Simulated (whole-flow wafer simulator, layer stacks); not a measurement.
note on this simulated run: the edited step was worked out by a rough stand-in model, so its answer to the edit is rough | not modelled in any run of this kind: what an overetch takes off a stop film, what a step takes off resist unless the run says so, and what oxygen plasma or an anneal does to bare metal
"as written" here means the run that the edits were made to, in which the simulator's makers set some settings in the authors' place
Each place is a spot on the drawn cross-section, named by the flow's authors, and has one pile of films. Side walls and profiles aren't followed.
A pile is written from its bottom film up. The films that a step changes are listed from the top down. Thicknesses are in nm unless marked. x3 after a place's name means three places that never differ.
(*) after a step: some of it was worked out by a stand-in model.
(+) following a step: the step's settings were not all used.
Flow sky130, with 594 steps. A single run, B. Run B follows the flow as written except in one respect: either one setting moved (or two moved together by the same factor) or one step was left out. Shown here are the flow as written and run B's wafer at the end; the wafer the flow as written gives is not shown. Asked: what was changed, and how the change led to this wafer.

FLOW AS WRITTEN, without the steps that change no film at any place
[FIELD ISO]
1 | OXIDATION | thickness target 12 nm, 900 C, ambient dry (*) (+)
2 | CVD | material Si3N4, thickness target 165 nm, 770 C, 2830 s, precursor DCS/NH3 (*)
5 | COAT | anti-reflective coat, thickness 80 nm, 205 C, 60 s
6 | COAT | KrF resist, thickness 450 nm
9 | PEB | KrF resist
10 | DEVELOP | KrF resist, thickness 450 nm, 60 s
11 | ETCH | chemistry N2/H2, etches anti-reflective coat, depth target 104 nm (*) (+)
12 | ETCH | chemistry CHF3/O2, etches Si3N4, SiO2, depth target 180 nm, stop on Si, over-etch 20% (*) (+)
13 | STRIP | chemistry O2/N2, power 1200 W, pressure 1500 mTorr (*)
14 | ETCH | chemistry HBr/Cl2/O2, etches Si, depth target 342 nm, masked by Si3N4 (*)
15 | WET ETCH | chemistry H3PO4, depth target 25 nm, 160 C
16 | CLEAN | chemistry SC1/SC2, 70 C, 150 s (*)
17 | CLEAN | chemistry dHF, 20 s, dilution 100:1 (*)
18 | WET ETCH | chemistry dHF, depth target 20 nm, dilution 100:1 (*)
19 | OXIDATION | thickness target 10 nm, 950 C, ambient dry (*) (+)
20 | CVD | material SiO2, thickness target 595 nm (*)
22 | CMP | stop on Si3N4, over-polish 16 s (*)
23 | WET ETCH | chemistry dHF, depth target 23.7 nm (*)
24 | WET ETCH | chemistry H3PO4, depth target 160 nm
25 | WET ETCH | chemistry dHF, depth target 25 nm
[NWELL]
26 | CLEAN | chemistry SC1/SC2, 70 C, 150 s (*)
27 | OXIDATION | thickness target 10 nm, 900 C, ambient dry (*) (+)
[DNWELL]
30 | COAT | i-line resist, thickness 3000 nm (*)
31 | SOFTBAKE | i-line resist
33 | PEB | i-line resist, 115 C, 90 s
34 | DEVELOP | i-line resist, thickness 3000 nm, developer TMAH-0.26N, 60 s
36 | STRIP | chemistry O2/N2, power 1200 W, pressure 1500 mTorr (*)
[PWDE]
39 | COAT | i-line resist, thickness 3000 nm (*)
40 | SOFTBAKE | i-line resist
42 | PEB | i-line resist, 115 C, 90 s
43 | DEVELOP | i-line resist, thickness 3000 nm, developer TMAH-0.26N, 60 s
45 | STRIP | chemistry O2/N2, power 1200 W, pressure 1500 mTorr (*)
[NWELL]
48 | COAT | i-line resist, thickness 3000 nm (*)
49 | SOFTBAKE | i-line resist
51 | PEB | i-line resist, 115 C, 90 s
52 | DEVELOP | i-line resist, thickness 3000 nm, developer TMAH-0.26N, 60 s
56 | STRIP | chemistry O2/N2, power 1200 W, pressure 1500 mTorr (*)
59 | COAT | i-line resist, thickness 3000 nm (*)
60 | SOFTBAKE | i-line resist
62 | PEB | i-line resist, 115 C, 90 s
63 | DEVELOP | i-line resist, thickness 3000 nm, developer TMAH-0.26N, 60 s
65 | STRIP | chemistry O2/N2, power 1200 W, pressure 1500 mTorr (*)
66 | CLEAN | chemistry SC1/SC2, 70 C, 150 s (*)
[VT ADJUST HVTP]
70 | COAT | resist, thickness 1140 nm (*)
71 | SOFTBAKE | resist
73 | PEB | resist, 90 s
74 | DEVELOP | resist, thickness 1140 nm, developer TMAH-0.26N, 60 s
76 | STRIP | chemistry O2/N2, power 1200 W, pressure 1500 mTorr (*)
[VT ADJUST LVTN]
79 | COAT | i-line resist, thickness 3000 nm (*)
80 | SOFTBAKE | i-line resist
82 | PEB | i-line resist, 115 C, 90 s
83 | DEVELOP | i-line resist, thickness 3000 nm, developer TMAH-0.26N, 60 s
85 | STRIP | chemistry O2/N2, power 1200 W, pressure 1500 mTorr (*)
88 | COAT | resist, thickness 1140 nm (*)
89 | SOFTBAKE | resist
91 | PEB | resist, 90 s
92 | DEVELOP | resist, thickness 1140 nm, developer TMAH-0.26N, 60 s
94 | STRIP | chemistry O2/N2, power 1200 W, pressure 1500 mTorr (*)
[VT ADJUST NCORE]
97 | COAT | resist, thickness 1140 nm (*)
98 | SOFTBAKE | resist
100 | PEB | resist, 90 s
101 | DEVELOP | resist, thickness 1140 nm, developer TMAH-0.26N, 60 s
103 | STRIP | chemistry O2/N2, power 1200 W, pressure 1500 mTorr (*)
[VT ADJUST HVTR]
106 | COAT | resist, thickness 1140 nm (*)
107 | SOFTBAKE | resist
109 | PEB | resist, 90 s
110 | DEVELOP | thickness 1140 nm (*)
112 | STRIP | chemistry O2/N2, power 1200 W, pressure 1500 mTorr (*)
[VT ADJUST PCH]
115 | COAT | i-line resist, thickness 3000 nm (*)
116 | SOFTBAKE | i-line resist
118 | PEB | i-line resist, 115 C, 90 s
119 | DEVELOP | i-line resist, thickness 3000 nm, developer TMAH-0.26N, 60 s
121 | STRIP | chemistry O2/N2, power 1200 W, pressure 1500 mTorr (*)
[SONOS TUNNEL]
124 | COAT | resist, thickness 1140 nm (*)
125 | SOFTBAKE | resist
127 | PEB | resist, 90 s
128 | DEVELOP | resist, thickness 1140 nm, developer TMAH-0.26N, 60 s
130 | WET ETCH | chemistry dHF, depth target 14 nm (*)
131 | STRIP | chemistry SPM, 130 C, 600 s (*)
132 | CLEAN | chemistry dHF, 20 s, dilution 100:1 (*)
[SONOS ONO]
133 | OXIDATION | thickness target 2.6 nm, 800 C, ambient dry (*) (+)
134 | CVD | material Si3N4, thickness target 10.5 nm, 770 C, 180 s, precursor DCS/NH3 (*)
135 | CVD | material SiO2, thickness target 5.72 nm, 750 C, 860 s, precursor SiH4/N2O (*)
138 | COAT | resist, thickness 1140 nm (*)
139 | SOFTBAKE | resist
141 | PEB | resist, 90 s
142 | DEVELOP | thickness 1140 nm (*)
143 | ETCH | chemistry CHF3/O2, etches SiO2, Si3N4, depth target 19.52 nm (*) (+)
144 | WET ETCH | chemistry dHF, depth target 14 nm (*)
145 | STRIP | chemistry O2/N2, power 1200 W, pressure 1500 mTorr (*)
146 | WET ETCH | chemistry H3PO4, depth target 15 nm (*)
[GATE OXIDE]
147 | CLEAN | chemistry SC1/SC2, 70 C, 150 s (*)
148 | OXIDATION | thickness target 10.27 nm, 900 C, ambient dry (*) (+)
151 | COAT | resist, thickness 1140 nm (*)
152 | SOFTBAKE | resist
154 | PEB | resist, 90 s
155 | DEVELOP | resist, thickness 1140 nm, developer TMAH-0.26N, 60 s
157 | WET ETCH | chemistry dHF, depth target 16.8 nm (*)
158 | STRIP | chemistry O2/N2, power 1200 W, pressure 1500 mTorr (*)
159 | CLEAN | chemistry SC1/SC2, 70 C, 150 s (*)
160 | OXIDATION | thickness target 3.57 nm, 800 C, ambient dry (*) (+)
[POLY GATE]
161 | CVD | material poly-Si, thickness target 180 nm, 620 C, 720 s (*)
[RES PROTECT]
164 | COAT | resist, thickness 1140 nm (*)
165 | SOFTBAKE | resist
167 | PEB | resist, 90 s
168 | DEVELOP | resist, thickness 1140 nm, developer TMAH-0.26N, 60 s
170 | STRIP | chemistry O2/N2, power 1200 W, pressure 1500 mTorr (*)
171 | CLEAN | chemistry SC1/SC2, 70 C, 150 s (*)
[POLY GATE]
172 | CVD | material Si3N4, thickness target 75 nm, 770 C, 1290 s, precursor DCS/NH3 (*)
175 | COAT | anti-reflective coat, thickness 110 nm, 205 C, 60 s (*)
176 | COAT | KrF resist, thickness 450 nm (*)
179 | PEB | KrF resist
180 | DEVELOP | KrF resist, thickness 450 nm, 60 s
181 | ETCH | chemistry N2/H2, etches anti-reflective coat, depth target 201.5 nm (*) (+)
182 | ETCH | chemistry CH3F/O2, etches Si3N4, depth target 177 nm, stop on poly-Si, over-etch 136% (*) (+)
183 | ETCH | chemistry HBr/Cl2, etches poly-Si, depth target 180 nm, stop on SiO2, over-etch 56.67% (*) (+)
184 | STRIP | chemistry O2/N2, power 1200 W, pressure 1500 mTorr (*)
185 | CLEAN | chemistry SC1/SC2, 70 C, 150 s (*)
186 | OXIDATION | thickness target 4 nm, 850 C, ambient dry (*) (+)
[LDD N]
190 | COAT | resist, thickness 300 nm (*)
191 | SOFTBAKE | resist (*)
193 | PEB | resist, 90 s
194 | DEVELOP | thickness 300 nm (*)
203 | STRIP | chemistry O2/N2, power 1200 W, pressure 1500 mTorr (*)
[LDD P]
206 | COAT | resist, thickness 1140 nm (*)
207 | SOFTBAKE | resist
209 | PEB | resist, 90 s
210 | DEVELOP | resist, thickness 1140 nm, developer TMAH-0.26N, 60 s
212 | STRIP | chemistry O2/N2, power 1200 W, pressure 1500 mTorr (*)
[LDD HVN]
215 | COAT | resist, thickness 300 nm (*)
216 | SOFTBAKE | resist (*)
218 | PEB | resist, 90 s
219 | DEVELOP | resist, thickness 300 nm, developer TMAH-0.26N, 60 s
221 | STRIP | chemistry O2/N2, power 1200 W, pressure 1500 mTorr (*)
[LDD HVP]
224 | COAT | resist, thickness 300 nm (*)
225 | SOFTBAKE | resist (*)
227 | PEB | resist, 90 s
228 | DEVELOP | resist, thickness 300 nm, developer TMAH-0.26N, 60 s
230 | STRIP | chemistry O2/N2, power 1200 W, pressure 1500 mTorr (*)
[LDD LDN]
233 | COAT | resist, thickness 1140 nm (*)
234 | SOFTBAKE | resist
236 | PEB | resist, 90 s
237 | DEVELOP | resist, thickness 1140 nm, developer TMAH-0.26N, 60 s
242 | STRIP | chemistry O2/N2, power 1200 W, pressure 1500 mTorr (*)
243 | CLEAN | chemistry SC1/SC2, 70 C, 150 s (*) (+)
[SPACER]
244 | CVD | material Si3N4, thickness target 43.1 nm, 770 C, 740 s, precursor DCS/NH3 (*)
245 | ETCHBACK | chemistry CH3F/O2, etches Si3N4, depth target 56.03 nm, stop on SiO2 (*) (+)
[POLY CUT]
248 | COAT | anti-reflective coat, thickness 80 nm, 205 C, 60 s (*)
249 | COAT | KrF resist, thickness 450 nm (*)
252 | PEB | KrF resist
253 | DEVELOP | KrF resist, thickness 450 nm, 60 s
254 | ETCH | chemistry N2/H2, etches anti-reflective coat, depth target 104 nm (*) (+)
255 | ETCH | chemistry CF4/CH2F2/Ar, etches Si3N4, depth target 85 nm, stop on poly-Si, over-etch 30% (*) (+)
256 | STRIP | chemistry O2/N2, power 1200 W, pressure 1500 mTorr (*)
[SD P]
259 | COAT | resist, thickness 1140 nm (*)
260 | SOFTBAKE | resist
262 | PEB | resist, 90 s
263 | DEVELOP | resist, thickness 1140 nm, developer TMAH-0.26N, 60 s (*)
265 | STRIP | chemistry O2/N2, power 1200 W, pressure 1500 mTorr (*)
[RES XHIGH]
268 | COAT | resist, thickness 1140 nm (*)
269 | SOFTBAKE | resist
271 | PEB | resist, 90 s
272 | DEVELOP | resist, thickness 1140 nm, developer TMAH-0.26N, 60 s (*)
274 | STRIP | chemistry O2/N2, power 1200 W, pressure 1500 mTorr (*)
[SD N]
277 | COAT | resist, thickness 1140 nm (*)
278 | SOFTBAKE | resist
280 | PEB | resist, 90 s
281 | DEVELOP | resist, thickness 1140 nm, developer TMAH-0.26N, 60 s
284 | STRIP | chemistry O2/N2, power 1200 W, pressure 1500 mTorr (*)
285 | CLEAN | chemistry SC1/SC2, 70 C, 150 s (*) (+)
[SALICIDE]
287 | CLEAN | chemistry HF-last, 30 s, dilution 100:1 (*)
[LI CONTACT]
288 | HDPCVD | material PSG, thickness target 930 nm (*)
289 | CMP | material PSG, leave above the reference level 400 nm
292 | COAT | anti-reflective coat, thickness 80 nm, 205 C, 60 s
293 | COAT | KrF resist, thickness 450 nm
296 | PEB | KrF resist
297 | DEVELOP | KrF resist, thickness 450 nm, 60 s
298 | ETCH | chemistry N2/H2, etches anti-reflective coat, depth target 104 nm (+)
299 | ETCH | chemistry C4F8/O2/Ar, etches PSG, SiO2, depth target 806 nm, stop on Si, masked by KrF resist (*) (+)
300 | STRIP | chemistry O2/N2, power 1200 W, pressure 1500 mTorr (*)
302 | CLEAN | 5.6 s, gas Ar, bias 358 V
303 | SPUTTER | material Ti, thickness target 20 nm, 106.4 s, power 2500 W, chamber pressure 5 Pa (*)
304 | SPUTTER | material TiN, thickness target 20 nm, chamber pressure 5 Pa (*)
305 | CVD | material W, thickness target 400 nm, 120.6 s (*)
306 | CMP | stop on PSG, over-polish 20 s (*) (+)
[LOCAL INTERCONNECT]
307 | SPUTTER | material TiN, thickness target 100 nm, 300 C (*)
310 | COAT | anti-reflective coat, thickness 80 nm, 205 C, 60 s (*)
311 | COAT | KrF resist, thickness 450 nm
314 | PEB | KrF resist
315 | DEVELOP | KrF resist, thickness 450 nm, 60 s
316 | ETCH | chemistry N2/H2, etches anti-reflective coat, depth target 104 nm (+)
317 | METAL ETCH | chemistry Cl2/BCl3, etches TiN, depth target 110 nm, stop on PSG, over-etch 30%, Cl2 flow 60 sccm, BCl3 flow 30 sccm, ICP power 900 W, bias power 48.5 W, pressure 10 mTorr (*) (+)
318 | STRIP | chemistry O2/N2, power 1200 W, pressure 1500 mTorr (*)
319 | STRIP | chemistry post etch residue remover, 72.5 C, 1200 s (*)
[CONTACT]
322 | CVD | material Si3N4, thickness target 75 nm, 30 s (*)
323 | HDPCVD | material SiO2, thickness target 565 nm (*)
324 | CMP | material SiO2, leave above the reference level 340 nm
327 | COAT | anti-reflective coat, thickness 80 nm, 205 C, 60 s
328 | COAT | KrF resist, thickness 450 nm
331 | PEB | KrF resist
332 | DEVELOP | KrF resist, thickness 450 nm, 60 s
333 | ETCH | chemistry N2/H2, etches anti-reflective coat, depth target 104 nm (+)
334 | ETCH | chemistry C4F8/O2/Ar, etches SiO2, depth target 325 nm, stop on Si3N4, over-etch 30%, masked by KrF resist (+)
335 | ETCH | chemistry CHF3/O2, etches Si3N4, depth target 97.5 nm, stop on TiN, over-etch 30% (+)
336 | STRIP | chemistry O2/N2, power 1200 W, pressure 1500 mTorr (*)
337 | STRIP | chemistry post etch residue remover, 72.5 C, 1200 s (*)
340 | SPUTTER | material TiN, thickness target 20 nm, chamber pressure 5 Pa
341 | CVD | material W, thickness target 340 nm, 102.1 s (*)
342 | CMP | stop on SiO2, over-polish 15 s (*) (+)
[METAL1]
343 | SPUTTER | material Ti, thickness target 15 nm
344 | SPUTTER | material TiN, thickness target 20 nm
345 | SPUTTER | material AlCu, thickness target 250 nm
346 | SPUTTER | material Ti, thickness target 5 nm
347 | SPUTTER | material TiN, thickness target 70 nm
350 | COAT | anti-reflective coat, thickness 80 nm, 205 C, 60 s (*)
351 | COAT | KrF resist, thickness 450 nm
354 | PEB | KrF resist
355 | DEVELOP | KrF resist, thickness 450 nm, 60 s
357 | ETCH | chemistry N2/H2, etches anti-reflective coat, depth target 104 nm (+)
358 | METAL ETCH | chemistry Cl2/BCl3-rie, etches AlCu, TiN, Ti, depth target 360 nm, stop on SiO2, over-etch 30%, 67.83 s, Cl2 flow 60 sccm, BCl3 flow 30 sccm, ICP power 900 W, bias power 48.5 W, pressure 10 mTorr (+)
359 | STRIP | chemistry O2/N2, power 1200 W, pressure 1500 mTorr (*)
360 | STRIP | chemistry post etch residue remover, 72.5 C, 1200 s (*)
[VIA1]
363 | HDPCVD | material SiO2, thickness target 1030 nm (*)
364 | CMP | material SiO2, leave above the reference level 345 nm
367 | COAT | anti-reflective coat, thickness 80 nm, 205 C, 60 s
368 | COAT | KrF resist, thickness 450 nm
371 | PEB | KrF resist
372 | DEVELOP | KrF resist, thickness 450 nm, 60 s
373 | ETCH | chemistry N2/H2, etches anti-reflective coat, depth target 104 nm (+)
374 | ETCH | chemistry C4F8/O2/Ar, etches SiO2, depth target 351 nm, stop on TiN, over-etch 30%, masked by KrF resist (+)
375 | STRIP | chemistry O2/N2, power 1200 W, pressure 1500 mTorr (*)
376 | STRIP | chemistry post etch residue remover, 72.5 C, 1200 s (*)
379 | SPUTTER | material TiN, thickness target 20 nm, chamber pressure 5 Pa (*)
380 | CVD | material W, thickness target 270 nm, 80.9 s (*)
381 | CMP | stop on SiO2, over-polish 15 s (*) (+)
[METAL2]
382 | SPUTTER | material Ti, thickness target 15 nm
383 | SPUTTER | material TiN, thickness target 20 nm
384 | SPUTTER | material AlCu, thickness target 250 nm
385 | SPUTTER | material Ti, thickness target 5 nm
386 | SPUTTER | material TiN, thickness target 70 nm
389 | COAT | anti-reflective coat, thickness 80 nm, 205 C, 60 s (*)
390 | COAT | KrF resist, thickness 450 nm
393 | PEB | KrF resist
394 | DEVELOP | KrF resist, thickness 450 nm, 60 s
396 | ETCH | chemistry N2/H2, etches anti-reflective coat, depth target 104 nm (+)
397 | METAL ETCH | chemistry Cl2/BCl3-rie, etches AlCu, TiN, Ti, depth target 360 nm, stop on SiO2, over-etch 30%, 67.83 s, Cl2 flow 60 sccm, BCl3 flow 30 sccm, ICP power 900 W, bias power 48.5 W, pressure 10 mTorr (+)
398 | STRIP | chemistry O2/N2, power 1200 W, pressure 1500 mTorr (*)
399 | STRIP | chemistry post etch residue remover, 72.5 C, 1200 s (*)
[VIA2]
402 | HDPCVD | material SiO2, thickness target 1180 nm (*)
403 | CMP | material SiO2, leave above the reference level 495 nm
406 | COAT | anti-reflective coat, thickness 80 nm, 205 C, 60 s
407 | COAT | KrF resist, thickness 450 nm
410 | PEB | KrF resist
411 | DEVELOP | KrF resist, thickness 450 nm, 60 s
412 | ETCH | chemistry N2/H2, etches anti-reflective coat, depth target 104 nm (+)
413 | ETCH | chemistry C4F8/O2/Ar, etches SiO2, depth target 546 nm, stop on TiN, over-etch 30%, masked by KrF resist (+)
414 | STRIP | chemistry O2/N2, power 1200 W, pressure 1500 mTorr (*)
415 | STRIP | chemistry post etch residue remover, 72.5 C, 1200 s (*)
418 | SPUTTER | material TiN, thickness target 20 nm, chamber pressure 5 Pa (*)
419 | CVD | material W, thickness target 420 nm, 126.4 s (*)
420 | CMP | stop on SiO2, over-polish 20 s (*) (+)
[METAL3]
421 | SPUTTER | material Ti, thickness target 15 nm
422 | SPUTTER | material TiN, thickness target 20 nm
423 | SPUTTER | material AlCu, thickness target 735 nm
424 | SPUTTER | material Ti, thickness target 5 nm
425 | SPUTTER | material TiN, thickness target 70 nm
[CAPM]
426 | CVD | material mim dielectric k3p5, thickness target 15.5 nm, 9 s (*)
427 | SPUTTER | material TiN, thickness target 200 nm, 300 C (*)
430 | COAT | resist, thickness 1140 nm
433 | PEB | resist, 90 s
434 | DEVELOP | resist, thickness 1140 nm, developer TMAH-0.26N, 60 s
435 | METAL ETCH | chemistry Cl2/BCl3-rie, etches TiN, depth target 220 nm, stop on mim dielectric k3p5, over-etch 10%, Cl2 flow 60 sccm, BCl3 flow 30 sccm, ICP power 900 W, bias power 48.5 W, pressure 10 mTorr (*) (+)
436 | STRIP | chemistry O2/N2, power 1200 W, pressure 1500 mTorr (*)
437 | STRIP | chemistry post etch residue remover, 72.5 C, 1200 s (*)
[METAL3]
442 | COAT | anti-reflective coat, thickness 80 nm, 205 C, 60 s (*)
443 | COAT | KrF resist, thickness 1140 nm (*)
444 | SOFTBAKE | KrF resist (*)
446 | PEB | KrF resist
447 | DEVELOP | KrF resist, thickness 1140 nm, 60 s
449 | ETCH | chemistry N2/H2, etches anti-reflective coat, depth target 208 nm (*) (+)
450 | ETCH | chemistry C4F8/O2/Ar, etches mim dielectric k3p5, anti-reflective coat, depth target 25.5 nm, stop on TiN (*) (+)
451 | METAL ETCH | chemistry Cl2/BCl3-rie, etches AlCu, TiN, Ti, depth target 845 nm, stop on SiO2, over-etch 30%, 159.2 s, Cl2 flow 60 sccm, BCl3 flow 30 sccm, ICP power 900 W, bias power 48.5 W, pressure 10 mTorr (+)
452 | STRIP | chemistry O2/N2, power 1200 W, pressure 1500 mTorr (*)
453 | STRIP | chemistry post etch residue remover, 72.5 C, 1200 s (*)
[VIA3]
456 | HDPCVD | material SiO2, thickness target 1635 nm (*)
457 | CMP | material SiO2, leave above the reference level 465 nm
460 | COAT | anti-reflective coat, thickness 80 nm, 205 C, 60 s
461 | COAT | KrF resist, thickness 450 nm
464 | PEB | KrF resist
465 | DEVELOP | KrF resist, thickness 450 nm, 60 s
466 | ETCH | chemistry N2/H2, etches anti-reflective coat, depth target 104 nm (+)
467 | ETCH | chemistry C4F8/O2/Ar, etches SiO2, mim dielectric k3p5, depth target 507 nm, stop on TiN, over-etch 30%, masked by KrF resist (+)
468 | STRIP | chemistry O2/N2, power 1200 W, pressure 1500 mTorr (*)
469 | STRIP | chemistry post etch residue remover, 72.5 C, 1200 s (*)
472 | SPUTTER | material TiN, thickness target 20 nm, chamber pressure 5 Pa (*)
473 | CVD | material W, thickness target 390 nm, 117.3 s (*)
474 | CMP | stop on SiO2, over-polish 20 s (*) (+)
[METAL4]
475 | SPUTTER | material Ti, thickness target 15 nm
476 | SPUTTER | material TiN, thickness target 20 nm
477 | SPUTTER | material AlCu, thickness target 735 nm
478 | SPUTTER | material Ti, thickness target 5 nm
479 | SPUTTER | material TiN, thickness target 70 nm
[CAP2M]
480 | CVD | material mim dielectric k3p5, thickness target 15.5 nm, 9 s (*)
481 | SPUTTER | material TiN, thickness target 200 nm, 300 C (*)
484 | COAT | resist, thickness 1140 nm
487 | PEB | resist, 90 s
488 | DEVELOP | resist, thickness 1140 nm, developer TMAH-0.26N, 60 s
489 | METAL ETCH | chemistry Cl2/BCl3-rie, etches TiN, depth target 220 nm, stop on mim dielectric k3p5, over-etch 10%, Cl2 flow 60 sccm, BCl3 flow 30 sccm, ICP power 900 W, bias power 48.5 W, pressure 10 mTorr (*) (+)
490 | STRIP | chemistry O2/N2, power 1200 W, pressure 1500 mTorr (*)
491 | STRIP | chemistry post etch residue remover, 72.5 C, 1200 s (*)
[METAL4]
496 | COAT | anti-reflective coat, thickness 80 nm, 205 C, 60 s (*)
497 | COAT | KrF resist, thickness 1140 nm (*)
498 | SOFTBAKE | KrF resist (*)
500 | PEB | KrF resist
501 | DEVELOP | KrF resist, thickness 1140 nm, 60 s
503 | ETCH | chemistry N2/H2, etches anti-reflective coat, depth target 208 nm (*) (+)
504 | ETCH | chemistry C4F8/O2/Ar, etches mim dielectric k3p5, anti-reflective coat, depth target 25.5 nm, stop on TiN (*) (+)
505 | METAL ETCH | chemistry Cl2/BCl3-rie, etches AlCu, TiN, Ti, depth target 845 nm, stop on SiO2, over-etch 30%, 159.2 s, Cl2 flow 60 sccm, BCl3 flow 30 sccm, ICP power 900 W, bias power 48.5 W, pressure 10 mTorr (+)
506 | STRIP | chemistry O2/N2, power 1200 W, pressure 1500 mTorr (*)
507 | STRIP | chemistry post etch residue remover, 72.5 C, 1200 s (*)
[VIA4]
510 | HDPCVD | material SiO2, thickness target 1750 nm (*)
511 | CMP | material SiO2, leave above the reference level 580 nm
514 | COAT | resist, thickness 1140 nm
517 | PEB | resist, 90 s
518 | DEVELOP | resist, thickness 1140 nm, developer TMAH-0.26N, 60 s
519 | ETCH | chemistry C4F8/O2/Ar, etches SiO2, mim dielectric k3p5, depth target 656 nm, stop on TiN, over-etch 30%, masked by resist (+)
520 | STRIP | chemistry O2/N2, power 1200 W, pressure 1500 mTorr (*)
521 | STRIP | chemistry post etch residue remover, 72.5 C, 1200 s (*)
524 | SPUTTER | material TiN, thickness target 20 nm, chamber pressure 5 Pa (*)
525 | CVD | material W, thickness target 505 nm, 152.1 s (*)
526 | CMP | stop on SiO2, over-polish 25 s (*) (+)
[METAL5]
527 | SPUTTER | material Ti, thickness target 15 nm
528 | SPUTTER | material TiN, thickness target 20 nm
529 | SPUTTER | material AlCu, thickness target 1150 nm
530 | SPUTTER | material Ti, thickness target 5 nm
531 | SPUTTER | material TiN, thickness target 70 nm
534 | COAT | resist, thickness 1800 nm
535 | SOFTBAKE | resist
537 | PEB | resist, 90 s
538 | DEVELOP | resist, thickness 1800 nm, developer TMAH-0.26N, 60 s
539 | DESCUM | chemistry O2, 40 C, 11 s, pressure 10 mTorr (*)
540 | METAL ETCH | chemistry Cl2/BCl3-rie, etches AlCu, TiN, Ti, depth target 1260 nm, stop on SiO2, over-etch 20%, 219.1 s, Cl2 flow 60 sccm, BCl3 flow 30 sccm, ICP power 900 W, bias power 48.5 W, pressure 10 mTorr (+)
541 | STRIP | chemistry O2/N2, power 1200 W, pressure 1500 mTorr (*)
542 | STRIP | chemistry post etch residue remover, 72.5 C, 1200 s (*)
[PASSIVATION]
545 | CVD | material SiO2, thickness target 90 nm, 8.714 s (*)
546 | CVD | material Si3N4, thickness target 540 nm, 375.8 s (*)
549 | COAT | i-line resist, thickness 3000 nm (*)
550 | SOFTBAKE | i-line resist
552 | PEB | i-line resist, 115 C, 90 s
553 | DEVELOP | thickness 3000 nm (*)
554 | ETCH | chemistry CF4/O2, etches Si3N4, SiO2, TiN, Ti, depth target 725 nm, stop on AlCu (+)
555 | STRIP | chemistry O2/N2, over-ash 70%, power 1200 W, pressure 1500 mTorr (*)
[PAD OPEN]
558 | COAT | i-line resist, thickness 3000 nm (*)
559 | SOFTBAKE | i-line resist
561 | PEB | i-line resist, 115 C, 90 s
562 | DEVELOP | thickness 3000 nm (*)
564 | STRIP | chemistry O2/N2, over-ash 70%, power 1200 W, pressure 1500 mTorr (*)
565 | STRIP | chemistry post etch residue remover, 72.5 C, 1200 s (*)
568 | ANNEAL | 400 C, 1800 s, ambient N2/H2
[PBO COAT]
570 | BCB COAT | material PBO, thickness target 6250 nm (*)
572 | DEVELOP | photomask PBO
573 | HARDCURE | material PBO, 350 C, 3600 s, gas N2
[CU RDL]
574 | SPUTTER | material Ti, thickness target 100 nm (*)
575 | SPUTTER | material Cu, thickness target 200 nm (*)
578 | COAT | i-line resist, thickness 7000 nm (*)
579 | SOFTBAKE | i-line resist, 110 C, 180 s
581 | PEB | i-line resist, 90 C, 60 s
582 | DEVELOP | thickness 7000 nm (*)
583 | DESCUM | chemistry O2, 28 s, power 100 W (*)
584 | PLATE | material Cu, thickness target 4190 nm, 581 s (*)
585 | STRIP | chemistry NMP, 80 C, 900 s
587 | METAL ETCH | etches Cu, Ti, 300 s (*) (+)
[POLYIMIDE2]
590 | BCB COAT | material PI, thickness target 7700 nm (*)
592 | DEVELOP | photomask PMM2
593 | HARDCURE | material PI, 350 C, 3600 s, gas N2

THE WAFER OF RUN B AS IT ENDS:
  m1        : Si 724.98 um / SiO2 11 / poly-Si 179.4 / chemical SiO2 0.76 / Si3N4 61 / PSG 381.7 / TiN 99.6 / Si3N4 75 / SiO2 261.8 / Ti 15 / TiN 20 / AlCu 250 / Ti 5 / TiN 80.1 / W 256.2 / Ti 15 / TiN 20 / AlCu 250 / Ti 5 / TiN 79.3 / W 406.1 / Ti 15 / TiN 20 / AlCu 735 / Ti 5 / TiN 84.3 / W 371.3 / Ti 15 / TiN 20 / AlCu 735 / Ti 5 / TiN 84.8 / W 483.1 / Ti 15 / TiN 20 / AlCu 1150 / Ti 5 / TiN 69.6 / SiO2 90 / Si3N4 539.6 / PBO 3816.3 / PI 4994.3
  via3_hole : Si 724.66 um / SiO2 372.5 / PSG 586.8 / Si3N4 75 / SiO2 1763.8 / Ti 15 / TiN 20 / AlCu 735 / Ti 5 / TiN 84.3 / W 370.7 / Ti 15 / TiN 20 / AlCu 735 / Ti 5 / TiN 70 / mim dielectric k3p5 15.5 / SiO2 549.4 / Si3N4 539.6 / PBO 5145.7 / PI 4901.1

Cause: step 472, SPUTTER: thickness target 28 nm was run, though the flow has thickness target 20 nm.

Step by step, how the change led to this:
  472 | SPUTTER | material TiN, thickness target 20 nm, chamber pressure 5 Pa (*)
      field, active, n_well and 187 more: +28 TiN (new film) (in the flow as written it would be: +20 TiN (new film))
      m1, via3_hole: +14.8 TiN (in the flow as written it would be: +10.6 TiN)
  474 | CMP | stop on SiO2, over-polish 20 s (*) (+)
      field, active, n_well and 187 more: -390 W (all of it), -28 TiN (all of it), -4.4 SiO2 (in the flow as written it would be: -390 W (all of it), -20 TiN (all of it), -4.4 SiO2)
